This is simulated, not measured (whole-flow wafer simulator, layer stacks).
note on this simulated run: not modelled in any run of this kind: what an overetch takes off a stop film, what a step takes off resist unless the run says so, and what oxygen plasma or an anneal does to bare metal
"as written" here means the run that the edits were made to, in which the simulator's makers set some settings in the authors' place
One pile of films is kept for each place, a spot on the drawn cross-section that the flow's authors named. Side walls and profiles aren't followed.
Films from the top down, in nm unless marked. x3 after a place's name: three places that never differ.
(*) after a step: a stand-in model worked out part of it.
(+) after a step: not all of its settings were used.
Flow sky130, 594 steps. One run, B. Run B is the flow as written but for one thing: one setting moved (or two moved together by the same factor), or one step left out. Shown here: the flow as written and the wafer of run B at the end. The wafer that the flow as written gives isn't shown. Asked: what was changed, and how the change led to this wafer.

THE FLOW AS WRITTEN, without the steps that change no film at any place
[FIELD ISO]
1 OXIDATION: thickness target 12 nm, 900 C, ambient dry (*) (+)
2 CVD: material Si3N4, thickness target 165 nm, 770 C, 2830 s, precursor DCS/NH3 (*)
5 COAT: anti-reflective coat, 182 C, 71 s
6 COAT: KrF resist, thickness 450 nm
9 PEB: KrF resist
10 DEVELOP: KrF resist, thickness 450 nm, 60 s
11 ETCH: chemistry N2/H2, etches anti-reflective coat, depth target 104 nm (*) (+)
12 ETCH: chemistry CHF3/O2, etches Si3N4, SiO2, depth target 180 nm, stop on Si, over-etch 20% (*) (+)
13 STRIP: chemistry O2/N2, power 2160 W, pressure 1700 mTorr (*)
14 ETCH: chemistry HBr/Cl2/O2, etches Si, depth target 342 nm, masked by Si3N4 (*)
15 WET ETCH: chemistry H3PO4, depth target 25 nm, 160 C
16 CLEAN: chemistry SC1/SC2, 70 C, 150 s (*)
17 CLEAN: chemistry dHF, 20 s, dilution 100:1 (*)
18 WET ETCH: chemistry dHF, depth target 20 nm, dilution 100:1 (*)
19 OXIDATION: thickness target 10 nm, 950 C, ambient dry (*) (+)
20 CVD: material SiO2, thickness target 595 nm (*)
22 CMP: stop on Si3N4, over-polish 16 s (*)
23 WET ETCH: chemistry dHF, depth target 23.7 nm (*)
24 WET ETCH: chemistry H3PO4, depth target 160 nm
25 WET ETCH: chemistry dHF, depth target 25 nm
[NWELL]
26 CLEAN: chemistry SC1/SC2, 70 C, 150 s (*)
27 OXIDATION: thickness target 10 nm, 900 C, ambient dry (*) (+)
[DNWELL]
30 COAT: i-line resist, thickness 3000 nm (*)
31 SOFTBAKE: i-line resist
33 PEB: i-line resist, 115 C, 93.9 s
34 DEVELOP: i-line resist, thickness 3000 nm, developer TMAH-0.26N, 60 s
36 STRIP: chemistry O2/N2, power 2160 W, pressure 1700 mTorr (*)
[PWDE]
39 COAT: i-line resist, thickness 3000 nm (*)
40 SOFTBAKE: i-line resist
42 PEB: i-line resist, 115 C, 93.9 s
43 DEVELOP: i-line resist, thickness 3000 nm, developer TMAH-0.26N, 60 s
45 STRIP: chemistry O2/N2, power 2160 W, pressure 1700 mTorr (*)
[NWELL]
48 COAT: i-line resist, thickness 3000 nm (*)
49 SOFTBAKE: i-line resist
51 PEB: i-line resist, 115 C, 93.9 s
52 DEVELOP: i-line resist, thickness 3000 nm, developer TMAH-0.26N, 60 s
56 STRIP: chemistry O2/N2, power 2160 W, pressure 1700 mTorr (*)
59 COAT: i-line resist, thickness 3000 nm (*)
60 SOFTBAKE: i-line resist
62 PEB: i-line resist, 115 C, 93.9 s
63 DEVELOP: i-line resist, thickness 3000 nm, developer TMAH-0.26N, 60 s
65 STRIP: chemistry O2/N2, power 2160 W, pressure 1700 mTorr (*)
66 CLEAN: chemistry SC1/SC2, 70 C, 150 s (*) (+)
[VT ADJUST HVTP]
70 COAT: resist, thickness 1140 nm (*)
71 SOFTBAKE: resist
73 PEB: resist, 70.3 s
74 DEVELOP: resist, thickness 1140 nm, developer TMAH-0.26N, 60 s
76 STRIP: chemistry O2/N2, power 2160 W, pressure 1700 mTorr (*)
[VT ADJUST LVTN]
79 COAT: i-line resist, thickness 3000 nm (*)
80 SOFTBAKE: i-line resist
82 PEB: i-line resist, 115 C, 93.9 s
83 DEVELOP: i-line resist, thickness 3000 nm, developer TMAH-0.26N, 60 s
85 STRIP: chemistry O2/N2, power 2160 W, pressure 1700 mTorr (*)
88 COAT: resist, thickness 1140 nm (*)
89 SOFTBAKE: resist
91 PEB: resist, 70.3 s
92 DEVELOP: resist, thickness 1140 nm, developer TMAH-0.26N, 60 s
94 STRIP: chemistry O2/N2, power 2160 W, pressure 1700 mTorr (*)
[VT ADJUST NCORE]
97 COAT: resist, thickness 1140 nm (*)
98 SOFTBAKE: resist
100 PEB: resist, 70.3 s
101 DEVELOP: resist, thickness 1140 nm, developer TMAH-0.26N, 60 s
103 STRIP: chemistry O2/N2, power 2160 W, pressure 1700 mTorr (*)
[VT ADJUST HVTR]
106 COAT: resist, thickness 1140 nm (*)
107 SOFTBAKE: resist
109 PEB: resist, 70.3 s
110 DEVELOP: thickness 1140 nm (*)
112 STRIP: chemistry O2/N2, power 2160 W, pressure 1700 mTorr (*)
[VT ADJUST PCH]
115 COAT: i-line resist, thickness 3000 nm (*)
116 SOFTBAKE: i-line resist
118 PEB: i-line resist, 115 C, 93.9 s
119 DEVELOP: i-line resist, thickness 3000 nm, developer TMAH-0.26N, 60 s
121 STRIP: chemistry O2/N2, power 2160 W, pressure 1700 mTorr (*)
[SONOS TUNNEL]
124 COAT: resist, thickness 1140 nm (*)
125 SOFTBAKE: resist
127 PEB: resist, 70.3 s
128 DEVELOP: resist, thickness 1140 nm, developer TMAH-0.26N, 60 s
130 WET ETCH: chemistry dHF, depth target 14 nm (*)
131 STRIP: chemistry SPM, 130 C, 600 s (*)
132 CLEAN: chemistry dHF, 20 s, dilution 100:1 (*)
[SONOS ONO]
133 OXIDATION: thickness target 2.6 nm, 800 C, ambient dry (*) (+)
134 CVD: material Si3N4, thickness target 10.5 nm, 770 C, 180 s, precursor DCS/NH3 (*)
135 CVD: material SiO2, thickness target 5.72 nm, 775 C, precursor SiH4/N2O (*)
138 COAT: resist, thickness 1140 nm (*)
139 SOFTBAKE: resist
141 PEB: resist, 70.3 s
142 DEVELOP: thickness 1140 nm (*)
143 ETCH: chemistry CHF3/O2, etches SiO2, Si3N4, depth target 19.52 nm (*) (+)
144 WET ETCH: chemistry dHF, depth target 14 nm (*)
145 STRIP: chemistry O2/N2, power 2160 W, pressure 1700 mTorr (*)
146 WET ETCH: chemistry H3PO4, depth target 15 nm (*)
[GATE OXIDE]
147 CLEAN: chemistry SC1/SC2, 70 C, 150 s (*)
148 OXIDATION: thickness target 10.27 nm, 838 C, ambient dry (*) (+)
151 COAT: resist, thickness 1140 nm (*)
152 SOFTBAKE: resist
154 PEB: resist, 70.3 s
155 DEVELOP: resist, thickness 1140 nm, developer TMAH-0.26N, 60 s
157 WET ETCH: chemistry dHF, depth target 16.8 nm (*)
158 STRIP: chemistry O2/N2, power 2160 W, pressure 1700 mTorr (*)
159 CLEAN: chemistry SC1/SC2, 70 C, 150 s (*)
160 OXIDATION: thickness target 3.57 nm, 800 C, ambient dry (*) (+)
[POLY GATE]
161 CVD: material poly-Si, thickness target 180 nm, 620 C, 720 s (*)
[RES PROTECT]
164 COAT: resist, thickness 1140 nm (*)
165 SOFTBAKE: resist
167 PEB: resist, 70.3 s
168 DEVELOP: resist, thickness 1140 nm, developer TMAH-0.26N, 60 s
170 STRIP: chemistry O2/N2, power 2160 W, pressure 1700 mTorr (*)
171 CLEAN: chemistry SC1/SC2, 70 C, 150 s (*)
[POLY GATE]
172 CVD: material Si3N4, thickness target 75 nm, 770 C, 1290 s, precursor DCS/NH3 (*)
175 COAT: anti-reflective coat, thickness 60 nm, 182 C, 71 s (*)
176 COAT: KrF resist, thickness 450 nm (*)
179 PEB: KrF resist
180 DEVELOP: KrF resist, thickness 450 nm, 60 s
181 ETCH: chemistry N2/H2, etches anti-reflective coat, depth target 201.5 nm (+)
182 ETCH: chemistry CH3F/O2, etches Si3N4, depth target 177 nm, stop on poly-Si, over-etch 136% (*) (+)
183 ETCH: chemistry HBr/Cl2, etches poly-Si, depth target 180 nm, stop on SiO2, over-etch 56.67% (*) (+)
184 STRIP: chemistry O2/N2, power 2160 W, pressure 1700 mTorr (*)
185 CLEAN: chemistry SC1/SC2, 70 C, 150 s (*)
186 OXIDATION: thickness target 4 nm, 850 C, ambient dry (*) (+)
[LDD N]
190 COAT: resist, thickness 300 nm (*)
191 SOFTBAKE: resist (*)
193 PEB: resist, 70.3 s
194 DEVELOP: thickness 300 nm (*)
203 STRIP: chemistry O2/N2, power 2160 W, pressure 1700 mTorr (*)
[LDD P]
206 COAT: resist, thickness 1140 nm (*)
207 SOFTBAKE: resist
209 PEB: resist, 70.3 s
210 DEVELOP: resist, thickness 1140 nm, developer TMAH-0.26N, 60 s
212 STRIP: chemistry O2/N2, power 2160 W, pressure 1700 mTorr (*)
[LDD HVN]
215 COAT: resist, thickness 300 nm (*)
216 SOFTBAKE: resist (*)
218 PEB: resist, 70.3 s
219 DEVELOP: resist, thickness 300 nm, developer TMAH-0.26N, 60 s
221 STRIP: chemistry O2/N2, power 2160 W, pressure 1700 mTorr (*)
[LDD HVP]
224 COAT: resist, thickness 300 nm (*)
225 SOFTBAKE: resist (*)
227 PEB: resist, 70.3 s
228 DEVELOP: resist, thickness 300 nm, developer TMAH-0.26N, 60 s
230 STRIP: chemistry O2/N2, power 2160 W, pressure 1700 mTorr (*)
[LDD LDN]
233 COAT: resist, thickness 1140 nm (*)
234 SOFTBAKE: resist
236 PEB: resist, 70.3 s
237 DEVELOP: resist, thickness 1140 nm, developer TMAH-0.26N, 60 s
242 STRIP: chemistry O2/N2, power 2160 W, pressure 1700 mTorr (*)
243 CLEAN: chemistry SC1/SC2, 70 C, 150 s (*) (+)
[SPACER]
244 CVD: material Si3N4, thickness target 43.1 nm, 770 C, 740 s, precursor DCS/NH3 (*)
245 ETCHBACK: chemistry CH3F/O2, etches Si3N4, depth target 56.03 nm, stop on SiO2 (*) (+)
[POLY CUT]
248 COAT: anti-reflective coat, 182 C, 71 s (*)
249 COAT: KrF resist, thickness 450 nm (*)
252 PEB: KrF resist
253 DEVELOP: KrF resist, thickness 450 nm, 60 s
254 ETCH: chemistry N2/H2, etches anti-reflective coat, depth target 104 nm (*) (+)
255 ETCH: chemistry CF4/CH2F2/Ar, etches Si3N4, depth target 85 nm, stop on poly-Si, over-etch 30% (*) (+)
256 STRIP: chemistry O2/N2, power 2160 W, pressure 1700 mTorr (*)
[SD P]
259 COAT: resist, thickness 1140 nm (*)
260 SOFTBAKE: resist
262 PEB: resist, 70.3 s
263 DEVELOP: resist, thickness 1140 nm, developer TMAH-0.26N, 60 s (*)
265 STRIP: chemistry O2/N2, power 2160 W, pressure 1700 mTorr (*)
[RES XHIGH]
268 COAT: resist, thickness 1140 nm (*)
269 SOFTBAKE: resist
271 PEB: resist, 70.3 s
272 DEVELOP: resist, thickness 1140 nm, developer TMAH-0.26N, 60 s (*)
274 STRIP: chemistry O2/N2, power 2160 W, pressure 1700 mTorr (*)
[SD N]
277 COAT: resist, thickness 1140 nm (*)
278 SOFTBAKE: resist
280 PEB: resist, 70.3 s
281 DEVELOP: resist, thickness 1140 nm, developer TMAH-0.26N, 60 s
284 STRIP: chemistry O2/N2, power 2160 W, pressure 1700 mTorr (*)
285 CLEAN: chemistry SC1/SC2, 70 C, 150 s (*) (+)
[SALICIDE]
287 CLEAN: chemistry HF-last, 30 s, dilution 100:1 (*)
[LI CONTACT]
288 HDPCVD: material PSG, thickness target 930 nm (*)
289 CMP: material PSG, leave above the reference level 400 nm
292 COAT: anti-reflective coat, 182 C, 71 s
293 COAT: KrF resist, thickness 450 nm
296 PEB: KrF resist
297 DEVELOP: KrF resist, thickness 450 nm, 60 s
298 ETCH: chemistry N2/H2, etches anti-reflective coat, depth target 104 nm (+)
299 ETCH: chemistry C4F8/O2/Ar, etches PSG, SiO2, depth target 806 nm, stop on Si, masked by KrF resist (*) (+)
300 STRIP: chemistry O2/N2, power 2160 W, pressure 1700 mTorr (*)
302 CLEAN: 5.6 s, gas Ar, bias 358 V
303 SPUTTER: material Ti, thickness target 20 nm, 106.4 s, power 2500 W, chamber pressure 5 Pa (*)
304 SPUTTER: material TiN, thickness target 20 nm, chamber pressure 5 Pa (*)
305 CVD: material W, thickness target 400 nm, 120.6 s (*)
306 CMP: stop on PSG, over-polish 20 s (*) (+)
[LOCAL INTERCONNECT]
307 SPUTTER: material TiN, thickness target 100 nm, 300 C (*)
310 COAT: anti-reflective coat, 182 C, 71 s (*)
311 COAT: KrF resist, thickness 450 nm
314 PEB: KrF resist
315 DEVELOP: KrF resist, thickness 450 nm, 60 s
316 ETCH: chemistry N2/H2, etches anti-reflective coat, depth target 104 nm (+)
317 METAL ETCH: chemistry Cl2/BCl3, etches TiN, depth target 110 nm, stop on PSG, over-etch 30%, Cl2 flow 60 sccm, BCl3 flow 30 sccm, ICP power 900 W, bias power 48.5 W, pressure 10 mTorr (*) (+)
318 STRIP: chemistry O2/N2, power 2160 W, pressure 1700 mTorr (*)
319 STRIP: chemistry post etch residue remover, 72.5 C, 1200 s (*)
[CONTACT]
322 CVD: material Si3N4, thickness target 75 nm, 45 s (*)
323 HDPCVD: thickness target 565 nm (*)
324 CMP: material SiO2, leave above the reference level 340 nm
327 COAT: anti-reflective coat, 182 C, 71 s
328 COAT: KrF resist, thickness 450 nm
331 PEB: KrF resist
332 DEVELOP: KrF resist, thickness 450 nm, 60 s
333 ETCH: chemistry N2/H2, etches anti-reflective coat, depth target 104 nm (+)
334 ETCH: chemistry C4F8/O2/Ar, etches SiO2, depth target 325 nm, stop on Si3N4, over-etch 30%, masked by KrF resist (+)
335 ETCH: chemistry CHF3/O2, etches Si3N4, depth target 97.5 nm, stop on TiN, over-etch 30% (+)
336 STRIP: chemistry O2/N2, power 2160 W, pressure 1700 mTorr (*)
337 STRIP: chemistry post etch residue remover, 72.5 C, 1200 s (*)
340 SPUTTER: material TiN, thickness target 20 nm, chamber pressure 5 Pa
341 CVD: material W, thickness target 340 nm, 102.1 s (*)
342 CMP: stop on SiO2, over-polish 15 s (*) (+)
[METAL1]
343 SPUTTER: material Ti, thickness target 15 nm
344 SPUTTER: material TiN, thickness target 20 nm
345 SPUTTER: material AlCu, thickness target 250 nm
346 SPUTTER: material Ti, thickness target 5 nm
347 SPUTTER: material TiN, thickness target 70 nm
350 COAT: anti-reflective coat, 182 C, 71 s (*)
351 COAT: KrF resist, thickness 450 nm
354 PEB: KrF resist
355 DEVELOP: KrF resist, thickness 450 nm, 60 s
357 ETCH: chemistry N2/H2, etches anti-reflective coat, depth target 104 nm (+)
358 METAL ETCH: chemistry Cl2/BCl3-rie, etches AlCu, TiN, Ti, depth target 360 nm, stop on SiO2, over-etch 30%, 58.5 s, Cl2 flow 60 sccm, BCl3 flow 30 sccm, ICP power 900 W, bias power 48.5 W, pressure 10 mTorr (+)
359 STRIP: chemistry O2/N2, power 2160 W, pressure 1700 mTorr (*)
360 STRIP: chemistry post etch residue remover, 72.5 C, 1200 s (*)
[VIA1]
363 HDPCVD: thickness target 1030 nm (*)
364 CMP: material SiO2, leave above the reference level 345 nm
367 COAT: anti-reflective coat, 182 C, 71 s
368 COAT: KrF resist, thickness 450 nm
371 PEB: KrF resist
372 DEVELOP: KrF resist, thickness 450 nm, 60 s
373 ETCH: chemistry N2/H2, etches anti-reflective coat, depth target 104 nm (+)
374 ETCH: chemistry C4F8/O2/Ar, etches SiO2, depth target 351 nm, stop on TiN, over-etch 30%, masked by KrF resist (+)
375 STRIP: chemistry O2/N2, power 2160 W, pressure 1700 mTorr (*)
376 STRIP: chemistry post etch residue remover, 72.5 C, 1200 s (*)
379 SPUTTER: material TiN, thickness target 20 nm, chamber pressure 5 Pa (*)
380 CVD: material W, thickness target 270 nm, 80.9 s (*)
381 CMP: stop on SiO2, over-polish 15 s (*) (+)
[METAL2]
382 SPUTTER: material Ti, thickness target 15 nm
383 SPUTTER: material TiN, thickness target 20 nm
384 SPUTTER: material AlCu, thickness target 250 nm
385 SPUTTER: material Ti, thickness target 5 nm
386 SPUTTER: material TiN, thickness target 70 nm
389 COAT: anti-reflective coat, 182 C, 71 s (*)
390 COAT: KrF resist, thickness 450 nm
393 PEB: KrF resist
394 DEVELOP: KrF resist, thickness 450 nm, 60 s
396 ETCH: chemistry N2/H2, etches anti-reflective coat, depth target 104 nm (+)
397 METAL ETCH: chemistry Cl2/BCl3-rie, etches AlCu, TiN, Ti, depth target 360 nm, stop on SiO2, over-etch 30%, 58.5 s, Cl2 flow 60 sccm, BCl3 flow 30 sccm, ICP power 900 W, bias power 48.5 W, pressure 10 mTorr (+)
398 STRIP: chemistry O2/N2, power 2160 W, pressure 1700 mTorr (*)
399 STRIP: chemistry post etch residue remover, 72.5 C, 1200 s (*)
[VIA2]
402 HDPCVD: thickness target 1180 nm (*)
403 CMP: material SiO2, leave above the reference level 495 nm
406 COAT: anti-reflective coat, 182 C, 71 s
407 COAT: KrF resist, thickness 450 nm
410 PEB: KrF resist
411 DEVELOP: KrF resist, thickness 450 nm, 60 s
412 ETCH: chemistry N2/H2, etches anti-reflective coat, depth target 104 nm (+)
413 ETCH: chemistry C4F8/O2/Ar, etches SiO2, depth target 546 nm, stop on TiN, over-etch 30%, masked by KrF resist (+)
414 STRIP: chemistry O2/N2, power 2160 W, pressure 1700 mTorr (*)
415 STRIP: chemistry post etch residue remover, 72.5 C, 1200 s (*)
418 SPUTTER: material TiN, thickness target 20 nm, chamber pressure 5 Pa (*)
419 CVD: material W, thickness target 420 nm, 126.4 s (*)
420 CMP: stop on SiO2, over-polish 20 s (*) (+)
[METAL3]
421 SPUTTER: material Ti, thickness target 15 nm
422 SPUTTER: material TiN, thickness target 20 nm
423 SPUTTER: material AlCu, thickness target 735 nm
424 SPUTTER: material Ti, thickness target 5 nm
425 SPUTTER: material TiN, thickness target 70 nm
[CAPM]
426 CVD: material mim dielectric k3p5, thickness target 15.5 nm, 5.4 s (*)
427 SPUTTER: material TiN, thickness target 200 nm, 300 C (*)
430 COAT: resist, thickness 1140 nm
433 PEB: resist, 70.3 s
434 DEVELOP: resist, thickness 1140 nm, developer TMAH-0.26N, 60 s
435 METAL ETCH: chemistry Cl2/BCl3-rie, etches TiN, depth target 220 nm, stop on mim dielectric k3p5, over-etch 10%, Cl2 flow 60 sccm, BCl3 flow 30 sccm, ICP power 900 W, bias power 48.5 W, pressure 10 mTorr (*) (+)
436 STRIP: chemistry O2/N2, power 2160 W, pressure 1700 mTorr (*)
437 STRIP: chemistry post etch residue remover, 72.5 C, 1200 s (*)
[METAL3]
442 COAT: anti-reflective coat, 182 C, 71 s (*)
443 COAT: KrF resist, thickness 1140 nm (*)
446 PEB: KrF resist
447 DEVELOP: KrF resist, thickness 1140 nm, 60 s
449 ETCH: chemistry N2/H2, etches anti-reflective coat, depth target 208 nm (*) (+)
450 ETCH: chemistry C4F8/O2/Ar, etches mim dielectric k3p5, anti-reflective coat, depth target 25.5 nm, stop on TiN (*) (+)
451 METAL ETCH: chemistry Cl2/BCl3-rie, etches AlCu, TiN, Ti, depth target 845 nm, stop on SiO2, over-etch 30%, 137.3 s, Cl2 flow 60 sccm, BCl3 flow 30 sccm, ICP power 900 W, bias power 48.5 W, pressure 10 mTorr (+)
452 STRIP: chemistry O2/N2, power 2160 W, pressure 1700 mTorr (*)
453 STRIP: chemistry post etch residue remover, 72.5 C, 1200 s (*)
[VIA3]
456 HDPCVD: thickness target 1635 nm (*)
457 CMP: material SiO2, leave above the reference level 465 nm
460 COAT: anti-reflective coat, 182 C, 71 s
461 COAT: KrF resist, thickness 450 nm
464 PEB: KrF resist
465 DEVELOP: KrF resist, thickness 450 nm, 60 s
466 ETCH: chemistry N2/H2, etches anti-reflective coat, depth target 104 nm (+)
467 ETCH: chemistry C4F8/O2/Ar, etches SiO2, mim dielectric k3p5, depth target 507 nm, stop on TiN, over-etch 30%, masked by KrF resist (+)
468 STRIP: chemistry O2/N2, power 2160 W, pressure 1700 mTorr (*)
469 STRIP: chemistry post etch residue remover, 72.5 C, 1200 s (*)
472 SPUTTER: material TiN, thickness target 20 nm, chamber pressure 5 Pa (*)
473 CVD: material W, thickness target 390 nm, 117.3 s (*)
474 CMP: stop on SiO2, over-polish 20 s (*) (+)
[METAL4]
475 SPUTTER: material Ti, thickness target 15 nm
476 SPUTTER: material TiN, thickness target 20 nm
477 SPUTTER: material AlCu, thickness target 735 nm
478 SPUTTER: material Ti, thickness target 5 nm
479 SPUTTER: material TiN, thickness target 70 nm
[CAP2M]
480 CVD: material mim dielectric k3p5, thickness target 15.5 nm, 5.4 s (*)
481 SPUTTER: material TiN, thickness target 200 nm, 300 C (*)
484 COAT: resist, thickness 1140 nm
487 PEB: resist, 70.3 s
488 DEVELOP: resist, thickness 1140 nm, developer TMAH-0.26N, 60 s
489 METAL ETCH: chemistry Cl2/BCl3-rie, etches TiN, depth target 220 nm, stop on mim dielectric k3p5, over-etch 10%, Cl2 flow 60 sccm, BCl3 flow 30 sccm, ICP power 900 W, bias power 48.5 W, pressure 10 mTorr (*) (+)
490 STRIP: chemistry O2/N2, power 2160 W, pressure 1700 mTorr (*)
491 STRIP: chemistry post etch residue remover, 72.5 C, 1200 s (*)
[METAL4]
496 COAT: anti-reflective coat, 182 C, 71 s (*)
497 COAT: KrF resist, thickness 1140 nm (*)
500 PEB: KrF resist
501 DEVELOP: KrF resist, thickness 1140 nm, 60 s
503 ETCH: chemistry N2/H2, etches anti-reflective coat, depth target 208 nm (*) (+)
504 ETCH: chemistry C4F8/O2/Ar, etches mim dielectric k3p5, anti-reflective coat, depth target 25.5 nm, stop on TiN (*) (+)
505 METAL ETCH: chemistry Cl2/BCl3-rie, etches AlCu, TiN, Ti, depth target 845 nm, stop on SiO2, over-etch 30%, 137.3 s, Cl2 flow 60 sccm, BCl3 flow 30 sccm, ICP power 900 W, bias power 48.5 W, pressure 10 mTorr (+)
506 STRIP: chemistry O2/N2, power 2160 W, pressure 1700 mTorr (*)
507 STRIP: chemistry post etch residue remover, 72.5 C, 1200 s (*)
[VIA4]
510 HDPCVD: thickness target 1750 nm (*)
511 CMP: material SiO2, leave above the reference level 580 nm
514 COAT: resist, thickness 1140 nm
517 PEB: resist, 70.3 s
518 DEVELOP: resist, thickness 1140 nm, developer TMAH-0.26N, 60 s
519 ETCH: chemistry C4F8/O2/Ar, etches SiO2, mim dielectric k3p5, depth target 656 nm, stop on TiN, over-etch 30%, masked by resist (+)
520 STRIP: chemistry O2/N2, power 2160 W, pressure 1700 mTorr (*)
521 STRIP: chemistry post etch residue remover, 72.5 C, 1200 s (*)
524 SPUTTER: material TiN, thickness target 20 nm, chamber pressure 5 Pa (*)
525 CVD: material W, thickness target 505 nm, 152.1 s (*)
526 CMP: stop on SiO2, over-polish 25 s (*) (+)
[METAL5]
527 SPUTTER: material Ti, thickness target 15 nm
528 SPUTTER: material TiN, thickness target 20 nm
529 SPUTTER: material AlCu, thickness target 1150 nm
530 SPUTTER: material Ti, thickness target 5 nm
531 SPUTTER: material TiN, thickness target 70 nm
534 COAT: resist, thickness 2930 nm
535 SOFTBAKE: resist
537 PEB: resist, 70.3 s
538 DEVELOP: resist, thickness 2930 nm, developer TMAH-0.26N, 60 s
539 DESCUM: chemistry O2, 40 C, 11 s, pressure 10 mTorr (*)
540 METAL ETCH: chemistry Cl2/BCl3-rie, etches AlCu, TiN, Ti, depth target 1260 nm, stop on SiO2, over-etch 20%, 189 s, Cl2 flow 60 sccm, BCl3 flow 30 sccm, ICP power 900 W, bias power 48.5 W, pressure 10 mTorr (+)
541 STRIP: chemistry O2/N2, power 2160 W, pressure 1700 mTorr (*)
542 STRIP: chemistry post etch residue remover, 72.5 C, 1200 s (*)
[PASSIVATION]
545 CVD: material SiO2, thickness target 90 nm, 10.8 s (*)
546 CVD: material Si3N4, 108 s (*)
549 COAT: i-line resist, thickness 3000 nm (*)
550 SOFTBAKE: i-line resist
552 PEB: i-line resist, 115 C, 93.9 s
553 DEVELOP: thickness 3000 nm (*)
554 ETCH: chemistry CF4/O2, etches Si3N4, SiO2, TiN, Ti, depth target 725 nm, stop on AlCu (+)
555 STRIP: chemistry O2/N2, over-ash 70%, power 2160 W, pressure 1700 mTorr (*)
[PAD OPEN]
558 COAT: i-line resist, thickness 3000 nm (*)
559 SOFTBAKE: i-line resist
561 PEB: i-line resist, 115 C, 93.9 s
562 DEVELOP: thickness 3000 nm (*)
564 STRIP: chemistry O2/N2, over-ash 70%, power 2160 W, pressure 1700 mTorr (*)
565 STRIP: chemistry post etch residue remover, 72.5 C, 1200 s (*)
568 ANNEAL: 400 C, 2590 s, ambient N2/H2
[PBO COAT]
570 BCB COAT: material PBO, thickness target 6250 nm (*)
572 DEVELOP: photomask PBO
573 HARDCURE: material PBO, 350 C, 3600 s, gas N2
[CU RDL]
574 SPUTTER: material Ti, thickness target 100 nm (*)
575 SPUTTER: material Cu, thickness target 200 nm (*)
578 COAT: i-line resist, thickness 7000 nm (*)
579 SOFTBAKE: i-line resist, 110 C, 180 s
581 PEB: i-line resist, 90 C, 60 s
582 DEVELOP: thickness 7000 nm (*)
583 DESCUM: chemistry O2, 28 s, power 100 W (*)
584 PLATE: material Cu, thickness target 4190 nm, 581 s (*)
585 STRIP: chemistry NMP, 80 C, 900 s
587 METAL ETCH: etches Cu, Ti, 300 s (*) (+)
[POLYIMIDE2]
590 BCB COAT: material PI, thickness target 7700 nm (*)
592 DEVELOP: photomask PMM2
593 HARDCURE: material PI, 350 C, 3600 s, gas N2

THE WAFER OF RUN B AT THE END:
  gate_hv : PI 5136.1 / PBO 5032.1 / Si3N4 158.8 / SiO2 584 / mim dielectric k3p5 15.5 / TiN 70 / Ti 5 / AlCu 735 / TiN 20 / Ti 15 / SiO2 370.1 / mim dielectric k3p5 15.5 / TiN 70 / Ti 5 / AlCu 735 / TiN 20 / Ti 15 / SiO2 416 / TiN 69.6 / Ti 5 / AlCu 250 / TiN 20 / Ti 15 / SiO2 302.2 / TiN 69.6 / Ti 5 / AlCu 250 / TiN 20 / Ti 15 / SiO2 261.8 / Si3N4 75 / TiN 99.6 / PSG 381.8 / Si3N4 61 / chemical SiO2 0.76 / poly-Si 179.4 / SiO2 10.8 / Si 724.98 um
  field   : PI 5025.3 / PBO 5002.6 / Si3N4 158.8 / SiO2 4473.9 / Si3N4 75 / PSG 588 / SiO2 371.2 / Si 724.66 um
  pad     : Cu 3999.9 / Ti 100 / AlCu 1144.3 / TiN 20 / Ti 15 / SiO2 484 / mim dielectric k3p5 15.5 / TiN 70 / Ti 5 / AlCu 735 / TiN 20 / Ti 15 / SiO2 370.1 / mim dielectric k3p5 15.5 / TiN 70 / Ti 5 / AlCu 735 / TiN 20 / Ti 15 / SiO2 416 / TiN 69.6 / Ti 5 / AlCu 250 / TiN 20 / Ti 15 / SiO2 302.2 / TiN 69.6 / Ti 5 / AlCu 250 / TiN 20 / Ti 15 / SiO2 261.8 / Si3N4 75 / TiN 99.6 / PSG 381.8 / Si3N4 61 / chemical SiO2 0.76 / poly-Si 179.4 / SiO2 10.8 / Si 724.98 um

The cause: step 364, CMP: leave above the reference level 380 nm was run, where the flow has leave above the reference level 345 nm.

How the change led to this, step by step:
  364 CMP: material SiO2, leave above the reference level 345 nm
      n_well, p_well, gate_hv and 100 more: SiO2 -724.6 (as written it would be: SiO2 -759.6)
      field, active, gate and 81 more: SiO2 -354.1 (as written it would be: SiO2 -389.1)
      (and at 4 more places)
  374 ETCH: chemistry C4F8/O2/Ar, etches SiO2, depth target 351 nm, stop on TiN, over-etch 30%, masked by KrF resist (+)
      m1, via1_hole: SiO2 -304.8 (all of it) (as written it would be: SiO2 -269.8 (all of it))
  379 SPUTTER: material TiN, thickness target 20 nm, chamber pressure 5 Pa (*)
      m1: TiN +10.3 (as written it would be: TiN +11)
      via1_hole: TiN +10.3 (as written it would be: TiN +10.9)
  380 CVD: material W, thickness target 270 nm, 80.9 s (*)
      m1, via1_hole: W +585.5 (new film) (as written it would be: W +549.9 (new film))
